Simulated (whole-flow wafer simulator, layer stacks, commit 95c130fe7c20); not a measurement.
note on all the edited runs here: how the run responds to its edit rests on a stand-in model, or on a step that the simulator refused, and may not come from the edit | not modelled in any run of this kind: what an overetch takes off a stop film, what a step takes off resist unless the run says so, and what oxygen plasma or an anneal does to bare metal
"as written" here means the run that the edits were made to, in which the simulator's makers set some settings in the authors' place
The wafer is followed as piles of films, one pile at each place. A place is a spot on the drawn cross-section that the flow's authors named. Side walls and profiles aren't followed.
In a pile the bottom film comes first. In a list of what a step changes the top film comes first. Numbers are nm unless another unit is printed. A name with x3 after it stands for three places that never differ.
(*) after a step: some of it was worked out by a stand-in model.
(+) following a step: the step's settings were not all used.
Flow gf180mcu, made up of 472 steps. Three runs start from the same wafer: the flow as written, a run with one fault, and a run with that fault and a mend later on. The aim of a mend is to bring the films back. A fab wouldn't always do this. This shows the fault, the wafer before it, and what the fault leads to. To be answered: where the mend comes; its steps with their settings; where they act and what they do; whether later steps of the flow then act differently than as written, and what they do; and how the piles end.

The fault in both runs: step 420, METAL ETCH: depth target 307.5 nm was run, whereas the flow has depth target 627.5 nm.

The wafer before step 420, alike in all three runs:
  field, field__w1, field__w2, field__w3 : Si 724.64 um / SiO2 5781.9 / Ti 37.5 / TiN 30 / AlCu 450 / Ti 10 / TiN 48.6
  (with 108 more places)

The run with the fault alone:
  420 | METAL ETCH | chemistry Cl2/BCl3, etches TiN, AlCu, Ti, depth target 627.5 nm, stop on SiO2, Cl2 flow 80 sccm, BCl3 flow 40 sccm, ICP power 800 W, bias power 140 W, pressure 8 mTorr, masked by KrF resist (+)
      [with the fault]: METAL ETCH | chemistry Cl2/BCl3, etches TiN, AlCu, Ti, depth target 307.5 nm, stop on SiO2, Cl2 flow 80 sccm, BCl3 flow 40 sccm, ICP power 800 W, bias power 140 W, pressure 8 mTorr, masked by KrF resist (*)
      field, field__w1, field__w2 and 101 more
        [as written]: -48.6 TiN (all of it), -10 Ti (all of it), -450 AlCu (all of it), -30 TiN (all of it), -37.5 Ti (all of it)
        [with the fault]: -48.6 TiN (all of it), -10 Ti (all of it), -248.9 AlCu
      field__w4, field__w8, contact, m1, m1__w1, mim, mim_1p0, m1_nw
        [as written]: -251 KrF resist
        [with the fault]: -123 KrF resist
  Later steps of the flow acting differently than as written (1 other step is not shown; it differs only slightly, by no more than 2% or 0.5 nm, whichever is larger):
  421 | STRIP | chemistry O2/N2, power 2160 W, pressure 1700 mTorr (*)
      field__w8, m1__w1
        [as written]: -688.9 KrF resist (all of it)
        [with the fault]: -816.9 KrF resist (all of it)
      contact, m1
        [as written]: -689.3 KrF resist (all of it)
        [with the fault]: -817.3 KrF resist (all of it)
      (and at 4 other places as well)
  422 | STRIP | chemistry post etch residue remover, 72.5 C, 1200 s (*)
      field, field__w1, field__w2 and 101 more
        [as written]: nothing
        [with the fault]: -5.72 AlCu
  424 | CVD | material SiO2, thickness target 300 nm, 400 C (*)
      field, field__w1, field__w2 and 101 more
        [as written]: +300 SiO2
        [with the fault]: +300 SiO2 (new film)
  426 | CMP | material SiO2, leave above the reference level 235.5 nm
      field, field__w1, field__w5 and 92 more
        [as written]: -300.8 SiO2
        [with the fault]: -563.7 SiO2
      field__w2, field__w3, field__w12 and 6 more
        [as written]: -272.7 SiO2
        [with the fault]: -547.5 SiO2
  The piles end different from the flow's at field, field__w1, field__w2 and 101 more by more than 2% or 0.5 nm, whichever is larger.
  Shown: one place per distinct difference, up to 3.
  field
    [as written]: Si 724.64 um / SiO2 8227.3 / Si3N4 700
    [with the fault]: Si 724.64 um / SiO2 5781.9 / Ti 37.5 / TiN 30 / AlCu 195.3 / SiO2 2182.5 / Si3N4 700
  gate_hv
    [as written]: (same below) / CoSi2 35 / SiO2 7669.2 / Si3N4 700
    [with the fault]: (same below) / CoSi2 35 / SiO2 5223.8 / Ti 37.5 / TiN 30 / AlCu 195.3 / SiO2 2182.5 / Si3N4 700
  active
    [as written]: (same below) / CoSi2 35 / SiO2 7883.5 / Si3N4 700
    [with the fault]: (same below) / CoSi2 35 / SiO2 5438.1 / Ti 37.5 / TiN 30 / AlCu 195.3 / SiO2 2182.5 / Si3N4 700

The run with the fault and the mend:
  The mend stands after step 420.
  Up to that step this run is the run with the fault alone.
  420a | METAL ETCH | chemistry Cl2/BCl3, etches TiN, AlCu, Ti, depth target 320 nm, stop on SiO2, Cl2 flow 80 sccm, BCl3 flow 40 sccm, ICP power 800 W, bias power 140 W, pressure 8 mTorr, masked by KrF resist (+) (a further turn of the flow's step 420, with different settings)
      field, field__w1, field__w2 and 101 more
        -201.1 AlCu (all of it), -30 TiN (all of it), -37.5 Ti (all of it)
      field__w4, field__w8, contact, m1, m1__w1, mim, mim_1p0, m1_nw
        -128 KrF resist
  None of the later steps of the flow acts differently than as written at any place that is followed.
  By the end, the piles equal the flow's at every place that both follow.
